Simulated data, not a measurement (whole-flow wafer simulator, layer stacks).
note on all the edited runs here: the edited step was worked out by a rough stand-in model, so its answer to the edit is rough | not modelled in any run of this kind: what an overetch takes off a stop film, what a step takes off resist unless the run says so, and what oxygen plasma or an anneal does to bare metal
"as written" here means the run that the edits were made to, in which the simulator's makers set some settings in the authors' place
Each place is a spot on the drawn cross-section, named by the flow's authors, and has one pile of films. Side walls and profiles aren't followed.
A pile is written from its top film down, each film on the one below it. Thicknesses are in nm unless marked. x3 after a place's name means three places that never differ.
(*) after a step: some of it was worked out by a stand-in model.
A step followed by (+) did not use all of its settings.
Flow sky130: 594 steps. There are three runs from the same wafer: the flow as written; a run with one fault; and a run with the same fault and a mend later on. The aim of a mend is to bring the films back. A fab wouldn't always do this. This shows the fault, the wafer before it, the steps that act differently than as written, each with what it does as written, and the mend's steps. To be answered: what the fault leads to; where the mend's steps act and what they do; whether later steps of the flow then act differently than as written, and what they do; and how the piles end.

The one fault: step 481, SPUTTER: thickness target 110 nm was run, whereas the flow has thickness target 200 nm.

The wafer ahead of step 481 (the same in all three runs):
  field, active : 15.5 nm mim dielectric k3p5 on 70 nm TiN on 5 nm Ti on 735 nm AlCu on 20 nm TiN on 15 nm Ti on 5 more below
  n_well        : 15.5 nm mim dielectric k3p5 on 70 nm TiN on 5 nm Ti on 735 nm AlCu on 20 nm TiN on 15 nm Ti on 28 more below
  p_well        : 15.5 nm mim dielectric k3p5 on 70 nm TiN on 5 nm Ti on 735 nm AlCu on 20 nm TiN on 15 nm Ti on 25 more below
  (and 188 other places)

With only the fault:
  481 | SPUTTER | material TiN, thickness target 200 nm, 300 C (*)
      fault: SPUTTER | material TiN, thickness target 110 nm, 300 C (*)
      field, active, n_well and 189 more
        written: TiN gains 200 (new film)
        fault: TiN gains 110 (new film)
  Steps further on in the flow that do not act as written (4 more steps, not shown, differ only slightly: by at most 2% or 0.5 nm, whichever is larger):
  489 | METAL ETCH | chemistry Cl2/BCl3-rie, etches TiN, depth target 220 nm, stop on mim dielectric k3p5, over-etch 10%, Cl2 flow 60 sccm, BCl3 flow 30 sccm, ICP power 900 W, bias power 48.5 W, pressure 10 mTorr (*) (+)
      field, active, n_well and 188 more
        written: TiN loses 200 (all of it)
        fault: TiN loses 110 (all of it)
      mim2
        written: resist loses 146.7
        fault: resist loses 80.7
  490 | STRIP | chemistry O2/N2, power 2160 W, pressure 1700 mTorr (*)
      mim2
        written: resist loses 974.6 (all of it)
        fault: resist loses 1040.6 (all of it)
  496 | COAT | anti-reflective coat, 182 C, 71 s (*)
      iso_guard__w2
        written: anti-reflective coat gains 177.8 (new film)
        fault: anti-reflective coat gains 120.7 (new film)
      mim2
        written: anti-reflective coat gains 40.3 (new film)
        fault: anti-reflective coat gains 30.5 (new film)
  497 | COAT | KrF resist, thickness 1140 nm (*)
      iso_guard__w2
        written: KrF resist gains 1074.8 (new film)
        fault: KrF resist gains 1113.4 (new film)
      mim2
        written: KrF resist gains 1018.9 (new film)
        fault: KrF resist gains 1096.1 (new film)
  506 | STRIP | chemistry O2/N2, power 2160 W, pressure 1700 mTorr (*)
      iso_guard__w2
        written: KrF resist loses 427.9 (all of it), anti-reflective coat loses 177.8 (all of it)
        fault: KrF resist loses 466.4 (all of it), anti-reflective coat loses 120.7 (all of it)
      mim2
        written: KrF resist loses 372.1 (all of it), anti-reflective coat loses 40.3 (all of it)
        fault: KrF resist loses 449.1 (all of it), anti-reflective coat loses 30.5 (all of it)
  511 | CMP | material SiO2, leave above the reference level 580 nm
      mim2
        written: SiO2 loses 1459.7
        fault: SiO2 loses 1369.7
  At mim2, the piles at the end differ from the flow's by more than 2% or 0.5 nm, whichever is larger.
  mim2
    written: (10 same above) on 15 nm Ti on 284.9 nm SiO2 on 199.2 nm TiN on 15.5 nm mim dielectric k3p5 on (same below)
    fault: (10 same above) on 15 nm Ti on 374.9 nm SiO2 on 109.2 nm TiN on 15.5 nm mim dielectric k3p5 on (same below)

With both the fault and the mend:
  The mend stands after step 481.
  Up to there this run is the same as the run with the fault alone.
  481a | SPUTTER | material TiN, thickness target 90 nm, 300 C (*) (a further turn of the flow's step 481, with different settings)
      field, active, n_well and 189 more
        TiN gains 90
  None of the later steps of the flow acts differently than as written at any place that is followed.
  The piles end the same as the flow's at every place that both follow.
